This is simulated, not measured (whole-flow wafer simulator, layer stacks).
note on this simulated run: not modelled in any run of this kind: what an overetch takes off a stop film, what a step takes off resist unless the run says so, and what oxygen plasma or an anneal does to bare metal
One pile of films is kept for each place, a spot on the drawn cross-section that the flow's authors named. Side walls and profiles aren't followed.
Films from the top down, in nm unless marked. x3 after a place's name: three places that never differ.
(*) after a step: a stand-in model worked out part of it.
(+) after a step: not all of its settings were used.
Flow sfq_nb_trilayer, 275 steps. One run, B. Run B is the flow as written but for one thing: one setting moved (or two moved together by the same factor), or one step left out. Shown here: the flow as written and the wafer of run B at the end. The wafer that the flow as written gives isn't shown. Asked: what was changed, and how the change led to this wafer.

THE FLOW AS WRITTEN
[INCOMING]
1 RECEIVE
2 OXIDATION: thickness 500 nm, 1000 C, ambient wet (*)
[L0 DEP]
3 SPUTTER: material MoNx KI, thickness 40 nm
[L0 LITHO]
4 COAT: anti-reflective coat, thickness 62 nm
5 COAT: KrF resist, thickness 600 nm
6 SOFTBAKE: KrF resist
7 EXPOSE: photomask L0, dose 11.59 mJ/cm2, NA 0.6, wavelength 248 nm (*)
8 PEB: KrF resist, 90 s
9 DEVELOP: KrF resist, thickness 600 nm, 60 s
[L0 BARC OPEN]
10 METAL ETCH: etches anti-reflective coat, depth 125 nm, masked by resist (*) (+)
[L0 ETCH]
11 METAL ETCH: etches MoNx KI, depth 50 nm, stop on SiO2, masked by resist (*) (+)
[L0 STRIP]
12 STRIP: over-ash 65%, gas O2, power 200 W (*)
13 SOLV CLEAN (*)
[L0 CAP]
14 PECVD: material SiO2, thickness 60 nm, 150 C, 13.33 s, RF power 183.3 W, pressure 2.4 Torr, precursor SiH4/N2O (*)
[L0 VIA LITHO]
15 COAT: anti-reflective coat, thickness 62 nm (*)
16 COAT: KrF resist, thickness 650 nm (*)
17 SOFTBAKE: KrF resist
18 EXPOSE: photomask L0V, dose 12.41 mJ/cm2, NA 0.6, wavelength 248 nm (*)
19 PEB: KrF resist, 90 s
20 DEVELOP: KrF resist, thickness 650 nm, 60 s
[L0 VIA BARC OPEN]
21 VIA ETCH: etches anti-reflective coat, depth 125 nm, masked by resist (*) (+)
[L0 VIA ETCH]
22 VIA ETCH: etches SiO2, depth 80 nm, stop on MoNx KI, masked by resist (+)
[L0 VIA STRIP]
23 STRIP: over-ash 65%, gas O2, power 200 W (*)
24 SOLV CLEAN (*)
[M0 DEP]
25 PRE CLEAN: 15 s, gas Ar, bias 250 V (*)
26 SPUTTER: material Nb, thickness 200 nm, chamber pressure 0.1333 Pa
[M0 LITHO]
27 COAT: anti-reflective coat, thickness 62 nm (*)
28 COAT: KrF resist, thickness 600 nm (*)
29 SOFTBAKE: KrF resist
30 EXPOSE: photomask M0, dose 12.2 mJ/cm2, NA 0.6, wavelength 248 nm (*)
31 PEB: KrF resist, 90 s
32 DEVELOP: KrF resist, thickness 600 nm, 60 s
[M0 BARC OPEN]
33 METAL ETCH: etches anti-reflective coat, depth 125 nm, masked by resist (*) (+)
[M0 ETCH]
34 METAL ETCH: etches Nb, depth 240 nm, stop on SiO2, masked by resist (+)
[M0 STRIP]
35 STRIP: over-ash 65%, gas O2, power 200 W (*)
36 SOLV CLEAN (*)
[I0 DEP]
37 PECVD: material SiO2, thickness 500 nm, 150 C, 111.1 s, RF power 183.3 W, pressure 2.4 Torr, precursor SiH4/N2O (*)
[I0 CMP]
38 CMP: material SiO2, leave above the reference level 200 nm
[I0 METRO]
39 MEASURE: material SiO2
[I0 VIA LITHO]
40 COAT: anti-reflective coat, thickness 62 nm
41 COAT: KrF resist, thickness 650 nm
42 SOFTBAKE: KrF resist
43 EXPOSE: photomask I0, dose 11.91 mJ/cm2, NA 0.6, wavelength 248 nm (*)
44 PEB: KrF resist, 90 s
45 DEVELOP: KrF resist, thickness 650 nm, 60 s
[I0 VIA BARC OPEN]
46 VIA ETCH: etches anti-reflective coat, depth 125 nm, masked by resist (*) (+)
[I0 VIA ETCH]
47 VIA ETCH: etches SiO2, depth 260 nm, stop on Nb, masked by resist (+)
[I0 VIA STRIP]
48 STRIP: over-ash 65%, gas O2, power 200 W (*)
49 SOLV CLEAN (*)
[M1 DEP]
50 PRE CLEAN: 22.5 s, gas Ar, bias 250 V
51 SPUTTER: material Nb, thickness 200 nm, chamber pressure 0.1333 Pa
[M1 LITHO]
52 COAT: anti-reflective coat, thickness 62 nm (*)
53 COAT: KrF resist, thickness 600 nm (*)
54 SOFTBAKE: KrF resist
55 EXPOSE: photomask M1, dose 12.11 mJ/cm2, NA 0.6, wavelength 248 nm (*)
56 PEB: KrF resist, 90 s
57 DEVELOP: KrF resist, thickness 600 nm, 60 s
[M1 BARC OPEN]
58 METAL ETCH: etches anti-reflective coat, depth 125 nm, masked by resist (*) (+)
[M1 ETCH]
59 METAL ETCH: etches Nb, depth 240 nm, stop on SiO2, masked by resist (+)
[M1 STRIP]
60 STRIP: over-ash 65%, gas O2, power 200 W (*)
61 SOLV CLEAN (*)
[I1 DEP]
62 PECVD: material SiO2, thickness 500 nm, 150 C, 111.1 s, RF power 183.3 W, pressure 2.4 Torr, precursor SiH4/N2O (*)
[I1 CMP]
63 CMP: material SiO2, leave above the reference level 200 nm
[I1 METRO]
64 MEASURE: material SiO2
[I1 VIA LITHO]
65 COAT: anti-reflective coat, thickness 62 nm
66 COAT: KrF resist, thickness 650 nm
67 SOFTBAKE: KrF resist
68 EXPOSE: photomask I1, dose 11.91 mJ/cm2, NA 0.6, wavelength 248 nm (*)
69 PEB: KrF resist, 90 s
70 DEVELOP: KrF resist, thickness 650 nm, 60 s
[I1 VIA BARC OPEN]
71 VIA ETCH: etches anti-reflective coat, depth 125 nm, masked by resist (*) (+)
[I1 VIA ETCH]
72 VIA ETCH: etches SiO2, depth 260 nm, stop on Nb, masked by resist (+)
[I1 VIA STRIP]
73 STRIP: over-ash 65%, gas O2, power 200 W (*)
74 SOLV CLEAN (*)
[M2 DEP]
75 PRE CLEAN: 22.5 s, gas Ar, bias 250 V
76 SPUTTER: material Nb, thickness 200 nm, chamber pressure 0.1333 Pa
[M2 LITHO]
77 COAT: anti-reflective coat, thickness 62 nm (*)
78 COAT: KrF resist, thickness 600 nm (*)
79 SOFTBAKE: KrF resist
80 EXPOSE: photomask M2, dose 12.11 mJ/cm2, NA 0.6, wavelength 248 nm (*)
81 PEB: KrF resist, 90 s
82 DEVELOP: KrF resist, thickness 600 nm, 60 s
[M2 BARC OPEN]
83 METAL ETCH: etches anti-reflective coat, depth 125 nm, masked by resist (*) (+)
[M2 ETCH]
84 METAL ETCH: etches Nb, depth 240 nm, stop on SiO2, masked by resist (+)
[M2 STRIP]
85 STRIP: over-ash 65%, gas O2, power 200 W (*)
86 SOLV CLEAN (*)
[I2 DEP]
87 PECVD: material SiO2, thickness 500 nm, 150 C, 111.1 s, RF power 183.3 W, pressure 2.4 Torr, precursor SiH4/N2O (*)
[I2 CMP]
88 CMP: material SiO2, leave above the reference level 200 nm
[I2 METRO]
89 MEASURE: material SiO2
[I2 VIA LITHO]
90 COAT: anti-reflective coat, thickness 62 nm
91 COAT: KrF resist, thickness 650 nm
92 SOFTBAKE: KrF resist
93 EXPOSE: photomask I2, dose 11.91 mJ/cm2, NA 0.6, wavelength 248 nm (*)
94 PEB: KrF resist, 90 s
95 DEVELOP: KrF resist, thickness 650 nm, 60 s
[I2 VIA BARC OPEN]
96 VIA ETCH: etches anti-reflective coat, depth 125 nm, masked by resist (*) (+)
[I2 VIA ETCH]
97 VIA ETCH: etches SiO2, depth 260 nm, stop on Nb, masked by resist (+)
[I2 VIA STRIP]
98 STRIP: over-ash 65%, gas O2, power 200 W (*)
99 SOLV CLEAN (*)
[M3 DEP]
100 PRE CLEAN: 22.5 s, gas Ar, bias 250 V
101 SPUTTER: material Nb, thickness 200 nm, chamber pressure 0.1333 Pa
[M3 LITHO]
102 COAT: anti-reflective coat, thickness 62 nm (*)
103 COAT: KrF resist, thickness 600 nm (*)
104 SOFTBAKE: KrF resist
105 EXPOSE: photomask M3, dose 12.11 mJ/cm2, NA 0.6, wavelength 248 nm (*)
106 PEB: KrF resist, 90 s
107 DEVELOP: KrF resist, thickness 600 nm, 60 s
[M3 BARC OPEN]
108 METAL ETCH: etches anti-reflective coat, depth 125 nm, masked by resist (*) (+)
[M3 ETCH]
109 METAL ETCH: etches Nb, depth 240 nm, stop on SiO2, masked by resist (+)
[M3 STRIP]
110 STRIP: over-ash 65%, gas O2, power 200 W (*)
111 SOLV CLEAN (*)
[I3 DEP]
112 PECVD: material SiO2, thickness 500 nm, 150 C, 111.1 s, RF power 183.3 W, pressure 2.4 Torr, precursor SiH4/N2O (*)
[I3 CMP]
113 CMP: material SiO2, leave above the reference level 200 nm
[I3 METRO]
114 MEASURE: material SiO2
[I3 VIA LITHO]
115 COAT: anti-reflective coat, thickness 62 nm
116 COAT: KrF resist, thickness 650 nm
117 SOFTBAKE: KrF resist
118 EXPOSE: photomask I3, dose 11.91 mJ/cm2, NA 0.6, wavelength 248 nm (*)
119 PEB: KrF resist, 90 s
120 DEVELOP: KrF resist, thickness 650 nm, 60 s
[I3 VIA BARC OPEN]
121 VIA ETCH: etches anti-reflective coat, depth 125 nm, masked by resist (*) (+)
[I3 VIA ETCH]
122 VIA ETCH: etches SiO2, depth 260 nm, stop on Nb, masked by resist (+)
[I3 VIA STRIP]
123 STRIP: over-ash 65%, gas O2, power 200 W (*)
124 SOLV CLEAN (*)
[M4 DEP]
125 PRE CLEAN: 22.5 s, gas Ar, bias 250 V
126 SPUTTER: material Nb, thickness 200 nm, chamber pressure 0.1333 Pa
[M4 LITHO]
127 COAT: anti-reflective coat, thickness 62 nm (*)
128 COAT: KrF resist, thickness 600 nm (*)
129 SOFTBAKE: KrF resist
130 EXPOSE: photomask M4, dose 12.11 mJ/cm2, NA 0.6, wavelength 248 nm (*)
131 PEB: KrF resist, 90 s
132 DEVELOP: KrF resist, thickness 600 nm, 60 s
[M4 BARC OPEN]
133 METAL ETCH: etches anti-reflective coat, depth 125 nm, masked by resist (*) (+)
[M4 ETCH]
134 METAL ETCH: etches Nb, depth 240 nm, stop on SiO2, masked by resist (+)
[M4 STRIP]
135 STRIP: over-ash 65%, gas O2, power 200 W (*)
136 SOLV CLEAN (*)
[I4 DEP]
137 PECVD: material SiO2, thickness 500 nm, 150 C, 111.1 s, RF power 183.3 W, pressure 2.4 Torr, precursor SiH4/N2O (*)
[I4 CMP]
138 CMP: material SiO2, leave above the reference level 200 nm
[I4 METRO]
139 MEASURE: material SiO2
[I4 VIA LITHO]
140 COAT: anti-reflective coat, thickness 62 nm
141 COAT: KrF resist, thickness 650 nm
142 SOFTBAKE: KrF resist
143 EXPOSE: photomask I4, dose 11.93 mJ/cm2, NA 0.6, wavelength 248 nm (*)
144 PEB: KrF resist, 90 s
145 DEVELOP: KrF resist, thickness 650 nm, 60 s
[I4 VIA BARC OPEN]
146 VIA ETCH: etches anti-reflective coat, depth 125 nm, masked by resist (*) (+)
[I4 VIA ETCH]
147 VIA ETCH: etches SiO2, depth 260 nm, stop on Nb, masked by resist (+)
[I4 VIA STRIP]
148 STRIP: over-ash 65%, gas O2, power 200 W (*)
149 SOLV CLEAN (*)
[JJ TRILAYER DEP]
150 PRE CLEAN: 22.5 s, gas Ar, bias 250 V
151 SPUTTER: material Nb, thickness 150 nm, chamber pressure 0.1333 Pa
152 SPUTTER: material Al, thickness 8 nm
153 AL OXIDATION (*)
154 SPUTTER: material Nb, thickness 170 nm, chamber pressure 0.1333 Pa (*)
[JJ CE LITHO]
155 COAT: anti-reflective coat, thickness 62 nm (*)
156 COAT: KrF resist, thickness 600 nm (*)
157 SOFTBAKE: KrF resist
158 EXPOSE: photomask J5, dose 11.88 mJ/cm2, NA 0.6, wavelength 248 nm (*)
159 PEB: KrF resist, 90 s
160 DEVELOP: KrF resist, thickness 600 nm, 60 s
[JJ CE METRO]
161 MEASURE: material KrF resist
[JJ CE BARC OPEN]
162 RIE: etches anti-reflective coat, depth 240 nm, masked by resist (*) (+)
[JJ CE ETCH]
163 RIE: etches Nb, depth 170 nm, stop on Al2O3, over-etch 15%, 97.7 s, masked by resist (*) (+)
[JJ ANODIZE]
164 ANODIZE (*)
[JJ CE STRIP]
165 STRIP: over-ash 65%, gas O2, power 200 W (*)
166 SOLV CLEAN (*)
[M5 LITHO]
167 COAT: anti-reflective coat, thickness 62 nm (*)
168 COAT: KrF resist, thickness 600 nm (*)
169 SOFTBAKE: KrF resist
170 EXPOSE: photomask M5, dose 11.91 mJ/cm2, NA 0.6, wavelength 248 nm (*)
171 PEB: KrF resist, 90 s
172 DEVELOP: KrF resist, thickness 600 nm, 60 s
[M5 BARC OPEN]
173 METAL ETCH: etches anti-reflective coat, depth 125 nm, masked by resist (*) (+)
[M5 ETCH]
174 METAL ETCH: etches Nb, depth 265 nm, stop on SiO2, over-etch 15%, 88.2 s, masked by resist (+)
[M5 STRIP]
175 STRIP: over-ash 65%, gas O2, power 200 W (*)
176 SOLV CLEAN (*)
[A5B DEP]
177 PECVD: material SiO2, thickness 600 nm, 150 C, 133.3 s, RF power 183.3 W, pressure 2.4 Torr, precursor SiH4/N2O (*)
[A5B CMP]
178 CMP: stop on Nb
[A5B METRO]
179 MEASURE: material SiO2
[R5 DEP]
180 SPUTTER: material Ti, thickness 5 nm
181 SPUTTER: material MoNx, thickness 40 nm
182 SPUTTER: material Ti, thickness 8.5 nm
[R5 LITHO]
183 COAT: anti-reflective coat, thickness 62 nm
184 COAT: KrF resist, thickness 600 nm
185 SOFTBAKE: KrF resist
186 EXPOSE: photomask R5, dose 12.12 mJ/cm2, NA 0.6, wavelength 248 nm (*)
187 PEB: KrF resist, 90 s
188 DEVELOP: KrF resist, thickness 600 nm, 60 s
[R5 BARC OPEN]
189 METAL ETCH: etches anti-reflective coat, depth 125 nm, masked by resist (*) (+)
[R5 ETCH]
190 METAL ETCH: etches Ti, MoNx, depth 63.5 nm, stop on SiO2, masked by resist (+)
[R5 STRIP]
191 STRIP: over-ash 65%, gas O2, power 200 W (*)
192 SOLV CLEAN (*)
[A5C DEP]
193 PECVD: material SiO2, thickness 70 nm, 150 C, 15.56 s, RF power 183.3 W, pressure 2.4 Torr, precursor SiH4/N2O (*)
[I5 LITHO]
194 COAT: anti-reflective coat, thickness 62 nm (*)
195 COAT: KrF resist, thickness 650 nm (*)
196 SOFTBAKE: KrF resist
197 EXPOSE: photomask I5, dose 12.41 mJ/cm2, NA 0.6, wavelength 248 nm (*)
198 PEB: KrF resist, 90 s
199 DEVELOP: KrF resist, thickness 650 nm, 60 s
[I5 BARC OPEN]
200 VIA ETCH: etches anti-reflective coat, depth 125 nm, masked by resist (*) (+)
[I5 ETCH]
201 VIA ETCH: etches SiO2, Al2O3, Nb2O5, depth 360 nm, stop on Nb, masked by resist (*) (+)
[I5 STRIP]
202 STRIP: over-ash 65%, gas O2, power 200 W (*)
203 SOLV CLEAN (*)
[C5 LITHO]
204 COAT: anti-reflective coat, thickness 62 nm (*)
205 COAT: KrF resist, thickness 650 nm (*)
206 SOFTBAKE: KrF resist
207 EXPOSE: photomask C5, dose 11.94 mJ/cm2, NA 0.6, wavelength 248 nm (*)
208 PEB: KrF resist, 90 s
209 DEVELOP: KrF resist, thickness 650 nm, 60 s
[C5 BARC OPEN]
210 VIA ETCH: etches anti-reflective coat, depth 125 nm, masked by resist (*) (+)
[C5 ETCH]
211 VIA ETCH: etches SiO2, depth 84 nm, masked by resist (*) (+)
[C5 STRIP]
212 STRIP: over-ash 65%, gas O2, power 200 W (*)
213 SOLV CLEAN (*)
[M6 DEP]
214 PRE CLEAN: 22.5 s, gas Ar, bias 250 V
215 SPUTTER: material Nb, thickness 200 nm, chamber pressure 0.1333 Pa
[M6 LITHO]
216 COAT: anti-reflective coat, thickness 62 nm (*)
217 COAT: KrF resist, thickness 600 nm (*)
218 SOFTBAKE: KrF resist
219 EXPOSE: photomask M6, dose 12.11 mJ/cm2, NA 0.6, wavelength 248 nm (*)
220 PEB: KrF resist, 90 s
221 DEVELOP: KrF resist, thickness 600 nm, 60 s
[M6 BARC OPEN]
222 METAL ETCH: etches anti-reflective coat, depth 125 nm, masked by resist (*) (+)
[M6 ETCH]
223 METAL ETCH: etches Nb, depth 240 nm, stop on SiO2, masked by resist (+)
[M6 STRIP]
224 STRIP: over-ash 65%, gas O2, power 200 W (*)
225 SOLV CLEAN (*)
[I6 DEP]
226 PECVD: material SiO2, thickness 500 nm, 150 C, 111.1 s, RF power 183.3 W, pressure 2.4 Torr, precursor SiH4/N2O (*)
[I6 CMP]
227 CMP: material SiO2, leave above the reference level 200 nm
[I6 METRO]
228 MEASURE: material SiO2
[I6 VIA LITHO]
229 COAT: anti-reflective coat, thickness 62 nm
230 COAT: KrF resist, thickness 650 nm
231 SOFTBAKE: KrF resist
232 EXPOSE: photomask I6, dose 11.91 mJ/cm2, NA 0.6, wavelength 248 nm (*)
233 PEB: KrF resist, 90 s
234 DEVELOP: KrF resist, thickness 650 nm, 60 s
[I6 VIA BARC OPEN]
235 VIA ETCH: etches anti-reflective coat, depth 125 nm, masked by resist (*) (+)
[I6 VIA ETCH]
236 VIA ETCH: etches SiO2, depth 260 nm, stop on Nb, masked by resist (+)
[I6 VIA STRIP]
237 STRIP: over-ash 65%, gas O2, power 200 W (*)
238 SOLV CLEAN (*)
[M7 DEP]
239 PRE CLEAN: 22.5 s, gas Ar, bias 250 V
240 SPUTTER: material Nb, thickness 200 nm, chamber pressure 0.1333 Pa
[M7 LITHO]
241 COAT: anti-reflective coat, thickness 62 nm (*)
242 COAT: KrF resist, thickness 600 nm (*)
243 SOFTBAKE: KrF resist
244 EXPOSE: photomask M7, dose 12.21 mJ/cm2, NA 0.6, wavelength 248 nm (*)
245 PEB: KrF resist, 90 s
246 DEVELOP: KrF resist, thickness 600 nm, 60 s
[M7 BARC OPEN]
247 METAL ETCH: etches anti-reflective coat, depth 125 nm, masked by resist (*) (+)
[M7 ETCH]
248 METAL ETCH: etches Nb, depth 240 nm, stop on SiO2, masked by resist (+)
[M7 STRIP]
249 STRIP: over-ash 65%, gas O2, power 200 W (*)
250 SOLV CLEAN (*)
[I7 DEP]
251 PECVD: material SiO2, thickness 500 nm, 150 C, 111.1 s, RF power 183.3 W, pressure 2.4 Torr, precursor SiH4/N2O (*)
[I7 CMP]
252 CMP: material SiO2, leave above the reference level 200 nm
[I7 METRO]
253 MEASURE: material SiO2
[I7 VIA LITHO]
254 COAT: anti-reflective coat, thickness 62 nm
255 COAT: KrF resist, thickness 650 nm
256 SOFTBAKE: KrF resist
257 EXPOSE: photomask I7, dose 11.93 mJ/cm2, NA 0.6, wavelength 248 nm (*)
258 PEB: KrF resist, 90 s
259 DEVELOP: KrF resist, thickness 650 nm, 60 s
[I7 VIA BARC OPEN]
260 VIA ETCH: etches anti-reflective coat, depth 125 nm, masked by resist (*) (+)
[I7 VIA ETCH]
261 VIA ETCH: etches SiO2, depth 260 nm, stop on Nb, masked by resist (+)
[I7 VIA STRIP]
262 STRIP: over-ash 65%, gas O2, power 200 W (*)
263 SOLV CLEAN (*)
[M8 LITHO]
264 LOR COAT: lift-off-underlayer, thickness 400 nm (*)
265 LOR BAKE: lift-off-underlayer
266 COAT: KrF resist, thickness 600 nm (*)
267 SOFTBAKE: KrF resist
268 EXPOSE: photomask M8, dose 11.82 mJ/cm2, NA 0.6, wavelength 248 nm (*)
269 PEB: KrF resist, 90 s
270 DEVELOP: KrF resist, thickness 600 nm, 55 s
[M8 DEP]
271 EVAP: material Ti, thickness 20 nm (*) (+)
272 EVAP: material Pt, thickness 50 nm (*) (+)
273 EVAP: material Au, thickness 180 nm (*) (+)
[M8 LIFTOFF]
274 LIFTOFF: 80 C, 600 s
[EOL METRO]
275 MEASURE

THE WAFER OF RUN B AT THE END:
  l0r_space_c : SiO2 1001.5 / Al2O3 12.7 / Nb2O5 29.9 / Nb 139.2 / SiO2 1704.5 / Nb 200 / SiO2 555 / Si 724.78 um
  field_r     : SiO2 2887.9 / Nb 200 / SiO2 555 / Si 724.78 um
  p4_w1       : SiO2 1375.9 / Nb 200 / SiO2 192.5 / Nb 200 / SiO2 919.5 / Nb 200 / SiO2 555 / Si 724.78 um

The cause: step 51, SPUTTER: thickness 142 nm was run, where the flow has thickness 200 nm.

How the change led to this, step by step:
  51 SPUTTER: material Nb, thickness 200 nm, chamber pressure 0.1333 Pa
      field_l, v_sur, via_wl and 102 more: Nb +142 (new film) (as written it would be: Nb +200 (new film))
      via_w: Nb +124.6 (as written it would be: Nb +174.5)
  52 COAT: anti-reflective coat, thickness 62 nm (*)
      via_wl: anti-reflective coat +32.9 (new film) (as written it would be: anti-reflective coat +33.8 (new film))
      via_w: anti-reflective coat +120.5 (new film) (as written it would be: anti-reflective coat +123.1 (new film))
      (and at 1 more place)
  59 METAL ETCH: etches Nb, depth 240 nm, stop on SiO2, masked by resist (+)
      field_l, be, be_sur and 79 more: Nb -142 (all of it) (as written it would be: Nb -200 (all of it))
      v_sur, via_wl, via_w and 21 more: KrF resist -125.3 (as written it would be: KrF resist -141.2)
  60 STRIP: over-ash 65%, gas O2, power 200 W (*)
      wl_j_sl, wl_jj, wl_j_sr and 13 more: KrF resist -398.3 (all of it), anti-reflective coat -62 (all of it) (as written it would be: KrF resist -382.4 (all of it), anti-reflective coat -62 (all of it))
      v_sur: KrF resist -382.2 (all of it), anti-reflective coat -60.9 (all of it) (as written it would be: KrF resist -365.9 (all of it), anti-reflective coat -61.1 (all of it))
      (and at 7 more places)
  62 PECVD: material SiO2, thickness 500 nm, 150 C, 111.1 s, RF power 183.3 W, pressure 2.4 Torr, precursor SiH4/N2O (*)
      wl_d_sl, wl_d_sr: SiO2 +500 (as written it would be: SiO2 +557.1)
      via_w: SiO2 +591.7 (new film) (as written it would be: SiO2 +606 (new film))
  63 CMP: material SiO2, leave above the reference level 200 nm
      field_l, be, be_sur and 72 more: SiO2 -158 (as written it would be: SiO2 -100)
      lsp_m, ln_m6, lsp_r, l0_sur, l0v: SiO2 -158 (as written it would be: SiO2 -94.9)
      (and at 1 more place)
